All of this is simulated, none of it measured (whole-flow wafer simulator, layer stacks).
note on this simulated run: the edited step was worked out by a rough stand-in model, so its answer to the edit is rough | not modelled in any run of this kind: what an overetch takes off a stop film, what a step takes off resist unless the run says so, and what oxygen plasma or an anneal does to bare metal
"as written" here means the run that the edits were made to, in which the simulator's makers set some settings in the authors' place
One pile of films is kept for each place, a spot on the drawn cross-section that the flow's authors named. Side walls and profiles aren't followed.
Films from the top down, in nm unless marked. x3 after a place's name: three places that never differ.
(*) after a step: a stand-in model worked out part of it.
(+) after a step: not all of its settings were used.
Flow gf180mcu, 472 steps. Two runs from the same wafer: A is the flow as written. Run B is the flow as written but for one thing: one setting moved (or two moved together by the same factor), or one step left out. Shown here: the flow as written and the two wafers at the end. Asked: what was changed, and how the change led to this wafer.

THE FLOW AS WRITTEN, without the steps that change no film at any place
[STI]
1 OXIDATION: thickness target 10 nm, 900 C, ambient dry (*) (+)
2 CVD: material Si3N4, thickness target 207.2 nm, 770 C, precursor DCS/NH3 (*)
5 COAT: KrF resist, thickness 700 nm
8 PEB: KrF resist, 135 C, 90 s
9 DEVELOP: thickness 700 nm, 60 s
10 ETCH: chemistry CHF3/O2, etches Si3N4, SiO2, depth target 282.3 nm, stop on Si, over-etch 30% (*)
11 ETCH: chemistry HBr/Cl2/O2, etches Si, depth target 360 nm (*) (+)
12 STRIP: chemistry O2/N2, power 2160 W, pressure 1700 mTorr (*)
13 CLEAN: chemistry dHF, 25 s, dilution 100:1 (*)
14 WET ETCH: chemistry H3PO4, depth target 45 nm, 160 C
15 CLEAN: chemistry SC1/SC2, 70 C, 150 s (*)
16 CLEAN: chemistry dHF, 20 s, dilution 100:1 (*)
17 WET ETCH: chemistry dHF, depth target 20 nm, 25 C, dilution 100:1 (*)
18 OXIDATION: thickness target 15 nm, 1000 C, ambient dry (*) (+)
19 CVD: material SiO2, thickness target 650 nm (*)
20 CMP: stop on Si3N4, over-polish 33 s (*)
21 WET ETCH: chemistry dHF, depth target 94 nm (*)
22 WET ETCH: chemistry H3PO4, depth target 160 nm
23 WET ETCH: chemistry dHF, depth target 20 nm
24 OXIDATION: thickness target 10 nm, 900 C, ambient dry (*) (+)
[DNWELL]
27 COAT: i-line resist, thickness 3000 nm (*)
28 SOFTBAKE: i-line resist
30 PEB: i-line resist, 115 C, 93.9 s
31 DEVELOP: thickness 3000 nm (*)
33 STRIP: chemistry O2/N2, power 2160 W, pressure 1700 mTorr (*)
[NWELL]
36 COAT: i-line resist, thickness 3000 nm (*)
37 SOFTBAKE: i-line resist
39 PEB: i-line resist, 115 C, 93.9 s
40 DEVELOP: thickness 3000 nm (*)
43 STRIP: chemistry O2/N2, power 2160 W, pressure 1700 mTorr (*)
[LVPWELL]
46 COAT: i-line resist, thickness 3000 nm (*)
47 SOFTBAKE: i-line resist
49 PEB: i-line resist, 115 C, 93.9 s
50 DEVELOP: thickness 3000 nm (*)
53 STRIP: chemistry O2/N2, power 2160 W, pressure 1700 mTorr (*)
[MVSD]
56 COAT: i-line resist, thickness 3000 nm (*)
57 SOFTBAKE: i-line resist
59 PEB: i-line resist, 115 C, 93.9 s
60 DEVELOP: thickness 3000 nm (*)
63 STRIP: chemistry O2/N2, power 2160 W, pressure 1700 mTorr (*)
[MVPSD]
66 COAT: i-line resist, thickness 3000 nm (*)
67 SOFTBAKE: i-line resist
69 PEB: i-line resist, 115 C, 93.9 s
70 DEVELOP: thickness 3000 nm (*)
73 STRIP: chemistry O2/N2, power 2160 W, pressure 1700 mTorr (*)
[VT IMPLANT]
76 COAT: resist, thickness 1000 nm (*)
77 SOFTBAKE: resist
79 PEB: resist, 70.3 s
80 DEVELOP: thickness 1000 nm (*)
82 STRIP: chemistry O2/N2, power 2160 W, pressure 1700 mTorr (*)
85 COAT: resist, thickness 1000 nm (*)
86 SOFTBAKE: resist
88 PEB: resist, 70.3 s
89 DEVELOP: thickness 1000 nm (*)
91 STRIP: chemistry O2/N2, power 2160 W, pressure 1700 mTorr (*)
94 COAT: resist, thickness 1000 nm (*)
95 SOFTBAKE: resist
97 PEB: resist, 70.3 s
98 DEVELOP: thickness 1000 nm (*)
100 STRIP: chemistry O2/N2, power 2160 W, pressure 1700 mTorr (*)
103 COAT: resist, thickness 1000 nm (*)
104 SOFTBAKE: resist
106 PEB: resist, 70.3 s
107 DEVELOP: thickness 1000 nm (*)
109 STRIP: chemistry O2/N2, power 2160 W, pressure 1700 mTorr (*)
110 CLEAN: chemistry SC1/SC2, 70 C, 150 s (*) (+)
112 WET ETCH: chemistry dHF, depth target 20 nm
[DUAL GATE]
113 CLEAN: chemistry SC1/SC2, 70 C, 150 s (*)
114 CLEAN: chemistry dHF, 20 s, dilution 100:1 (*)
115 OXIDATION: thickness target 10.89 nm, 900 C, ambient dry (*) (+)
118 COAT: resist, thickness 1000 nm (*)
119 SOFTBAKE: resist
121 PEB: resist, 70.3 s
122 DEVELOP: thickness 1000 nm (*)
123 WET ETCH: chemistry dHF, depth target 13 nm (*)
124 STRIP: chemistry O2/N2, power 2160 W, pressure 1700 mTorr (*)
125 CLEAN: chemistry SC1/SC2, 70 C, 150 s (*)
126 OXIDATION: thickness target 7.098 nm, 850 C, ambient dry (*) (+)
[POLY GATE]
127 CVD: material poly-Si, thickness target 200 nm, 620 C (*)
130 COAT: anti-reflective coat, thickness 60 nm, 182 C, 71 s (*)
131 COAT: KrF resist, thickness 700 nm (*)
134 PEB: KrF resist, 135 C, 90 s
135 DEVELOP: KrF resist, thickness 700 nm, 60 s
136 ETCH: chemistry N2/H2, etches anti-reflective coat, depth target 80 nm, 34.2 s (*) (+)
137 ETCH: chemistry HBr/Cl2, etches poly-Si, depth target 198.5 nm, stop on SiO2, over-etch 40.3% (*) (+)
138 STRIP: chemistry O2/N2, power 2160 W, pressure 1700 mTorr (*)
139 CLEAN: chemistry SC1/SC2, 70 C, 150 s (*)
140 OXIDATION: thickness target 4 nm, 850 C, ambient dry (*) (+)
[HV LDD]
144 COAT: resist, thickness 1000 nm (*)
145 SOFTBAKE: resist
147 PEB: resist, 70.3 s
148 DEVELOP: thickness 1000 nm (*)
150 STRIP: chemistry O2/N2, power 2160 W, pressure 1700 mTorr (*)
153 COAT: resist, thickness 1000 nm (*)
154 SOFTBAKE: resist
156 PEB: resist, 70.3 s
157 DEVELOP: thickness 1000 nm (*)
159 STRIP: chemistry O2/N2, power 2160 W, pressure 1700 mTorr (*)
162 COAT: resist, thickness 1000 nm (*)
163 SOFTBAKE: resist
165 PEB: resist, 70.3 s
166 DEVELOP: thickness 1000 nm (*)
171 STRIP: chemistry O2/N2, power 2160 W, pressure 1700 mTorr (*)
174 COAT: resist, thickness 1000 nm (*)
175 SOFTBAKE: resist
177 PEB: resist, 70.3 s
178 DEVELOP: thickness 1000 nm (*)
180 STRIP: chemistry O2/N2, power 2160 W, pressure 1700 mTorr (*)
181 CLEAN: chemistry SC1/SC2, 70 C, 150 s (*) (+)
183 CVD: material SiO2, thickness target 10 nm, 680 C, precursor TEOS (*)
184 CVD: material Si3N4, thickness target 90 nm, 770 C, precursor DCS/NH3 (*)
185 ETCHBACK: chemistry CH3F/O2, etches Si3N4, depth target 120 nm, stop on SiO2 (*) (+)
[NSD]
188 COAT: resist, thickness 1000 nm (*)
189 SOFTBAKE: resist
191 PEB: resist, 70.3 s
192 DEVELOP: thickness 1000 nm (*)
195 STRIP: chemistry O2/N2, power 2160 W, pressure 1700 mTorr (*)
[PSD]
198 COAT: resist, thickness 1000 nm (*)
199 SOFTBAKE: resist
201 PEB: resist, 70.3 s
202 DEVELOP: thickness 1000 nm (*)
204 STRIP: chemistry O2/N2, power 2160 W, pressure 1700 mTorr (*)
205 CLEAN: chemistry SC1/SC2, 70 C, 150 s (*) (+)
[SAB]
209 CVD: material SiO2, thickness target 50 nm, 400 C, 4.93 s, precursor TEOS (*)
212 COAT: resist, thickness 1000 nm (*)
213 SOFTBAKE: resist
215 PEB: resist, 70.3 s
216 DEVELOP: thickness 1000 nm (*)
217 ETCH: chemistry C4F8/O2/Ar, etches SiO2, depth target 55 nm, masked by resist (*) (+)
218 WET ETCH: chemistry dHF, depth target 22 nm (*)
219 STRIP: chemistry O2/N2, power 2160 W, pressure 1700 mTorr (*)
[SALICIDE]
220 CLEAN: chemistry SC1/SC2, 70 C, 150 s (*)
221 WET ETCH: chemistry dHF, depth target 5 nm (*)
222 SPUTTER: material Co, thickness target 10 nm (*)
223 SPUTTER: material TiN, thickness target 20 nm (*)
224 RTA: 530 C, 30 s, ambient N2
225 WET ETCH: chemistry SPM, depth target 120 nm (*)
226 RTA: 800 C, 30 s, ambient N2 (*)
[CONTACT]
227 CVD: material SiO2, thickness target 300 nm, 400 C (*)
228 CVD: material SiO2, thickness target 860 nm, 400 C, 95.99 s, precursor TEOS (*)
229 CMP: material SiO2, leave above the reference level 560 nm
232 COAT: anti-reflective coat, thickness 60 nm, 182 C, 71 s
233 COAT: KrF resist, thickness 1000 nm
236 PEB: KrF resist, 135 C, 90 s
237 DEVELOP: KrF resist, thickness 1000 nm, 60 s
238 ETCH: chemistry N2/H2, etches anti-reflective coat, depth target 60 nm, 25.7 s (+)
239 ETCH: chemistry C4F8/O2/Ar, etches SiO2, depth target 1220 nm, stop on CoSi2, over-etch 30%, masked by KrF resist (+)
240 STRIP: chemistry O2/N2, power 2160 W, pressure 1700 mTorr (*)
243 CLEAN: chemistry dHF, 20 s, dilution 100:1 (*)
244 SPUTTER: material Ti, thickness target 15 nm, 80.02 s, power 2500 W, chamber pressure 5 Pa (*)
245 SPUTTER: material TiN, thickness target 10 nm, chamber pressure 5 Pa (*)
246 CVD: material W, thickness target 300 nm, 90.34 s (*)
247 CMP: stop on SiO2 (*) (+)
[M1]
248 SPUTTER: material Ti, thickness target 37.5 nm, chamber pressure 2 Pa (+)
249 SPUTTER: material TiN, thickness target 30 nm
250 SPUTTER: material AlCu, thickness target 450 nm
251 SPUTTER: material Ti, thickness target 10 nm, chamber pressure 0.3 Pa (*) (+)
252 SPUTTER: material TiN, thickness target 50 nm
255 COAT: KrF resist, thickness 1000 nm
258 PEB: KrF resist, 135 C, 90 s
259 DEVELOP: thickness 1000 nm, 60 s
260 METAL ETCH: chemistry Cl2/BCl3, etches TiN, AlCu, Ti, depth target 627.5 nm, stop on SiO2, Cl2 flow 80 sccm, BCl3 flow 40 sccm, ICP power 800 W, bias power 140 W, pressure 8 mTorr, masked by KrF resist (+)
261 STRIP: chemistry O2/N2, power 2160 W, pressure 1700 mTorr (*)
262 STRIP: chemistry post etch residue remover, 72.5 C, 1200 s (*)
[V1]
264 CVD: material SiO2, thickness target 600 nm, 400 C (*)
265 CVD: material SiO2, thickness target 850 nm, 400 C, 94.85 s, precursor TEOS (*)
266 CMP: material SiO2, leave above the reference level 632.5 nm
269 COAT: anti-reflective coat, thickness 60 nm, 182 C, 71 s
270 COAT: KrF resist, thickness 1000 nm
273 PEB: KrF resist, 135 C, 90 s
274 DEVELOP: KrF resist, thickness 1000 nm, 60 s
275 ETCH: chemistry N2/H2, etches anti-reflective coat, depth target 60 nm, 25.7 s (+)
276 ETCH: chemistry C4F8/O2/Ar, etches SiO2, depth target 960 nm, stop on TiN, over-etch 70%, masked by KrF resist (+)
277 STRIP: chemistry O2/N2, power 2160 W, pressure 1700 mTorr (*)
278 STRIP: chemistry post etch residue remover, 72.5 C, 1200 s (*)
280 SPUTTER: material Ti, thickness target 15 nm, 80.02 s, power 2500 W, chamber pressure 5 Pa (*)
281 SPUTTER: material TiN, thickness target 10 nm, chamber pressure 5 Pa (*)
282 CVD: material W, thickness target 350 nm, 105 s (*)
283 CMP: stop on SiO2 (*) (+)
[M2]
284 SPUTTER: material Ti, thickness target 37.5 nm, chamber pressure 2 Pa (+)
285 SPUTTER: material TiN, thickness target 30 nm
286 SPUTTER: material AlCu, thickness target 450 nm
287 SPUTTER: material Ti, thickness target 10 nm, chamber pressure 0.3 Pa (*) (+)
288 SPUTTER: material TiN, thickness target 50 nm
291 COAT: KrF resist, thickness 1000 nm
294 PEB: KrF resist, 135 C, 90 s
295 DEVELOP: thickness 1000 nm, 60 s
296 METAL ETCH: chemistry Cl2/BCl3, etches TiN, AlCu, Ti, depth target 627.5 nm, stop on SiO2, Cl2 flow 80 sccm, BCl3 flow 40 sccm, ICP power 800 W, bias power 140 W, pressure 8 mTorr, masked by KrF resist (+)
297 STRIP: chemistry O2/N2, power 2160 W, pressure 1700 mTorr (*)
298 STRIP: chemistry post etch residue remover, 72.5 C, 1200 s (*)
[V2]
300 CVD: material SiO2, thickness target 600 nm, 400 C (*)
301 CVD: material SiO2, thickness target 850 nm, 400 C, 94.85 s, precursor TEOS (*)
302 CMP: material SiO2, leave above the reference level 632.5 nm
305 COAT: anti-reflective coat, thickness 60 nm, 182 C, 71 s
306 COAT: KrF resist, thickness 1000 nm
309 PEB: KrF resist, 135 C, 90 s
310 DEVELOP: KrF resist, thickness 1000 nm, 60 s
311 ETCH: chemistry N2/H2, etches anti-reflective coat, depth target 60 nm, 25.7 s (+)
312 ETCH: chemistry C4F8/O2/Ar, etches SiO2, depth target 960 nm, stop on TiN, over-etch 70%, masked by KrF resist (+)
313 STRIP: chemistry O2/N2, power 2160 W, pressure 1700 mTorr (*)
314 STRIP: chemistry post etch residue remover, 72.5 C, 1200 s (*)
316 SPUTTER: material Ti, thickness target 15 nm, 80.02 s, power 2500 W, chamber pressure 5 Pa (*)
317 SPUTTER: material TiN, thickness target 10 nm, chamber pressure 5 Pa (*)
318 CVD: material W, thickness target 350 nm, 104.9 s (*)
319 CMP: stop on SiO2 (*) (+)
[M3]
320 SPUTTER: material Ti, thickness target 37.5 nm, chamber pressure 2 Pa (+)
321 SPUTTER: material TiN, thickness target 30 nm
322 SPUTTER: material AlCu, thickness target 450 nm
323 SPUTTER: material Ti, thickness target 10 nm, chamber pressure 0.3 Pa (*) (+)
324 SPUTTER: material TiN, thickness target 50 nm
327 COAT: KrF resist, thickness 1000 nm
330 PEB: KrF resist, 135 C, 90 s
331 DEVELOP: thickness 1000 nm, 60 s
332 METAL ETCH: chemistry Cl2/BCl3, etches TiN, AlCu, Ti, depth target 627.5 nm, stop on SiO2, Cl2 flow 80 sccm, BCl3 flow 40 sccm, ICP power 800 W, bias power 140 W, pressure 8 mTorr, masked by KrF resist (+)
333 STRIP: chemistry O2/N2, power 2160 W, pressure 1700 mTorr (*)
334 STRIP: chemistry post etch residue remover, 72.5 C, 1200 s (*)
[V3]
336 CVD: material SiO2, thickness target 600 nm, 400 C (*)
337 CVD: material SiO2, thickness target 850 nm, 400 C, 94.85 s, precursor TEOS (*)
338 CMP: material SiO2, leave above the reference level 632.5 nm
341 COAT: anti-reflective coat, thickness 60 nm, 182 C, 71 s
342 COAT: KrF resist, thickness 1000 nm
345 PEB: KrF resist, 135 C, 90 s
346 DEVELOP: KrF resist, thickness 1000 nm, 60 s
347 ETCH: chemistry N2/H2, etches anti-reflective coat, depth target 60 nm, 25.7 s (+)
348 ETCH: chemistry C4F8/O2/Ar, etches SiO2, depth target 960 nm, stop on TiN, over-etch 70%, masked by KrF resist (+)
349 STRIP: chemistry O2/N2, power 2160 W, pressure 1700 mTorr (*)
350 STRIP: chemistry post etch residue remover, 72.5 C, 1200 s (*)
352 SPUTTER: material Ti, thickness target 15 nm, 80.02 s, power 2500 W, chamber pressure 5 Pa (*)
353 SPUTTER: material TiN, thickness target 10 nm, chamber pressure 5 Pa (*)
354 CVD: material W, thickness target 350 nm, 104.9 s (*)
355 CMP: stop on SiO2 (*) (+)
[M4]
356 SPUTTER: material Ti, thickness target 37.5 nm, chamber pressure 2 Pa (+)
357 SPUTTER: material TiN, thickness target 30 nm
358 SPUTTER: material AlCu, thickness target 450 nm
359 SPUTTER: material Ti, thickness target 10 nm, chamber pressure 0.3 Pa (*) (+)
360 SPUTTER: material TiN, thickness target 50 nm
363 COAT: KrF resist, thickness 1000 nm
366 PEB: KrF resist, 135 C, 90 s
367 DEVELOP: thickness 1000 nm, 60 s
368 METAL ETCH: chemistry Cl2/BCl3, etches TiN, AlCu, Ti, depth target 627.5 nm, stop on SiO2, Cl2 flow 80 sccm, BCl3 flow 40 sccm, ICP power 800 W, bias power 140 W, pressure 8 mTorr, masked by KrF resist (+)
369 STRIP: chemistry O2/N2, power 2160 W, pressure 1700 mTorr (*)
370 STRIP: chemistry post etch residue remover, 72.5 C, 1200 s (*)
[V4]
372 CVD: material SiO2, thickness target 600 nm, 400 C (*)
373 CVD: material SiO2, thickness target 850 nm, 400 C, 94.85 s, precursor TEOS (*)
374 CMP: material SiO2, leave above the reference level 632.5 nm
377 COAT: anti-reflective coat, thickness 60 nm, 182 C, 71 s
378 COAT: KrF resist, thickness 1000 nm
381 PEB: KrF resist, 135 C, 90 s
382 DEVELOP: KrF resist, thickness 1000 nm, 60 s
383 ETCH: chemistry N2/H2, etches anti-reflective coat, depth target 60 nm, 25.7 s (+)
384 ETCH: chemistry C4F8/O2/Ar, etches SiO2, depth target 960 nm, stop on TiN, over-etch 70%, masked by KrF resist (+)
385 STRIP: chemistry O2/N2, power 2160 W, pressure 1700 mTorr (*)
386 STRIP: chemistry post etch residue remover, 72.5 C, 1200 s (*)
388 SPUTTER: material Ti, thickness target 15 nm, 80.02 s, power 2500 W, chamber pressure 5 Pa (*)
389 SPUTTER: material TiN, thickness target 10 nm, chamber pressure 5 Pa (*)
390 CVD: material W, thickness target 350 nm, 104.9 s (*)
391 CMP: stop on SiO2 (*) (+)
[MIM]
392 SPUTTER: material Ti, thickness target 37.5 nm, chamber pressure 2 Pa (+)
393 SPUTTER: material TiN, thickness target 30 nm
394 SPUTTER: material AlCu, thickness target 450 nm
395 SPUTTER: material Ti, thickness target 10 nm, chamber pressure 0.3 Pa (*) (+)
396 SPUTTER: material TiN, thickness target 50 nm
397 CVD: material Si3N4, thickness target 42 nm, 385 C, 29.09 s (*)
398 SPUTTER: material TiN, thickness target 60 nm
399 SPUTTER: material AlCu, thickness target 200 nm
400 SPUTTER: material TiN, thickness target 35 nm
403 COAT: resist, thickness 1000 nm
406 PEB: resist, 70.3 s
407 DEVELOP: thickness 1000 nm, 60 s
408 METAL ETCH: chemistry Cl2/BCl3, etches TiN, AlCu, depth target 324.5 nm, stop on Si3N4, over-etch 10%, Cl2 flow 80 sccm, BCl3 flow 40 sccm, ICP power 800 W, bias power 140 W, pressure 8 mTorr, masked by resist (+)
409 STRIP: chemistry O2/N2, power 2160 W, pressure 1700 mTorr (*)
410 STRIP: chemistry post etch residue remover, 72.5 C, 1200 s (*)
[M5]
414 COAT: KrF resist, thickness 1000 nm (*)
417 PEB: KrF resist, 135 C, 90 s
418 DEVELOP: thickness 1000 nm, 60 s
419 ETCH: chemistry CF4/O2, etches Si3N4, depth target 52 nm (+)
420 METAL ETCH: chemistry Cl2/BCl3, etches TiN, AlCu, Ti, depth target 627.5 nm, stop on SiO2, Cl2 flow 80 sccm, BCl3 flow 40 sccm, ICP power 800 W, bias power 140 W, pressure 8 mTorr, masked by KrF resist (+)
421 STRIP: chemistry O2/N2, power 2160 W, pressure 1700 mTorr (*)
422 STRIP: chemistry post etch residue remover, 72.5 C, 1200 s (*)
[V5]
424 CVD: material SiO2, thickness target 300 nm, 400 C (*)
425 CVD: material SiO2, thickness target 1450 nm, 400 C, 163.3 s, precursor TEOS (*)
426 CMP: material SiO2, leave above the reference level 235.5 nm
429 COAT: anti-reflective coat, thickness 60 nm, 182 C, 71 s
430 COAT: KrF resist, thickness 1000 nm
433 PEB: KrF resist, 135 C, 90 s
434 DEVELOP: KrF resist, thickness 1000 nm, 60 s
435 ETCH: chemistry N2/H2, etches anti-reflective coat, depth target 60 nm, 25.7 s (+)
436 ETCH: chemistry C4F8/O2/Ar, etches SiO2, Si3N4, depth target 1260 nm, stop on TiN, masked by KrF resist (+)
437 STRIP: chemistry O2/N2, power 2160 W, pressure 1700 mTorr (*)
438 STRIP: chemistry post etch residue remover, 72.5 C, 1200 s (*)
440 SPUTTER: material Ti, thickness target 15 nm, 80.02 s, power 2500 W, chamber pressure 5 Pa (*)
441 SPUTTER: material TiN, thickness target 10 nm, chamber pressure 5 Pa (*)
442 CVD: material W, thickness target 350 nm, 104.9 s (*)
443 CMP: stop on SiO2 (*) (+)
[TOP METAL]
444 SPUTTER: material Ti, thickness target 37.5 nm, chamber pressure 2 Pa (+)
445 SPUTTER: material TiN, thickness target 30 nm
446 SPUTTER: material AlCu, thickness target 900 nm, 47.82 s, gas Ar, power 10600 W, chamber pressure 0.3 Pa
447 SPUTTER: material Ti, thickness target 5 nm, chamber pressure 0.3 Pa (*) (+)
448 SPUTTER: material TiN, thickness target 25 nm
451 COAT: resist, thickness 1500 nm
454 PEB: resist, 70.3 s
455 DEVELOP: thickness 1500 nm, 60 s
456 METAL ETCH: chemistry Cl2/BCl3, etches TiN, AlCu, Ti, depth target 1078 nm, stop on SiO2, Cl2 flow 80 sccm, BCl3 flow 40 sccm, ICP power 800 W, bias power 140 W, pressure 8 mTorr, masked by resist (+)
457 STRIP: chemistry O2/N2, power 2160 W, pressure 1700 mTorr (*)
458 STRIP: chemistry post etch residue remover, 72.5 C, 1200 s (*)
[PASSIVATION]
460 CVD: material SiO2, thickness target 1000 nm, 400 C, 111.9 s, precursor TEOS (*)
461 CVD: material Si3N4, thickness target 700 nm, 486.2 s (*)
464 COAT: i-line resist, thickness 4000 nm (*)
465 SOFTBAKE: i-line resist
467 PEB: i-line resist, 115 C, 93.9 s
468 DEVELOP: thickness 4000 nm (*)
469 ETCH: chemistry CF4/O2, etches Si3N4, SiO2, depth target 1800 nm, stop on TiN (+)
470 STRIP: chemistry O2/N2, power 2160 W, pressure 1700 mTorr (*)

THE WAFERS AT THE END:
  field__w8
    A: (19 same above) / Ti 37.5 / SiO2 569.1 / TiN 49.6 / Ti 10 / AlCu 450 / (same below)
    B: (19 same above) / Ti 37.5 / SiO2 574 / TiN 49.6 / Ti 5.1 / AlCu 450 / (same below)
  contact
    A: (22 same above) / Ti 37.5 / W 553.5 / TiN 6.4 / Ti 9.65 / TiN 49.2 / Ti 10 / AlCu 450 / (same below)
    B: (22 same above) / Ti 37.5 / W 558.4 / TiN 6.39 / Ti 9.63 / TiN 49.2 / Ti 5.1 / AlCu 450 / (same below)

The cause: step 323, SPUTTER: thickness target 5.1 nm was run, where the flow has thickness target 10 nm.
It can be read off the wafer: field__w8 has Ti 5.1, and step 323 as written asks for 10 nm.

How the change led to this, step by step:
  323 SPUTTER: material Ti, thickness target 10 nm, chamber pressure 0.3 Pa (*) (+)
      field, field__w1, field__w2 and 108 more: A Ti +10 (new film) | B Ti +5.1 (new film)
  332 METAL ETCH: chemistry Cl2/BCl3, etches TiN, AlCu, Ti, depth target 627.5 nm, stop on SiO2, Cl2 flow 80 sccm, BCl3 flow 40 sccm, ICP power 800 W, bias power 140 W, pressure 8 mTorr, masked by KrF resist (+)
      field, field__w1, field__w2 and 103 more: A TiN -50 (all of it), Ti -10 (all of it), AlCu -450 (all of it), TiN -30 (all of it), Ti -37.5 (all of it) | B TiN -50 (all of it), Ti -5.1 (all of it), AlCu -450 (all of it), TiN -30 (all of it), Ti -37.5 (all of it)
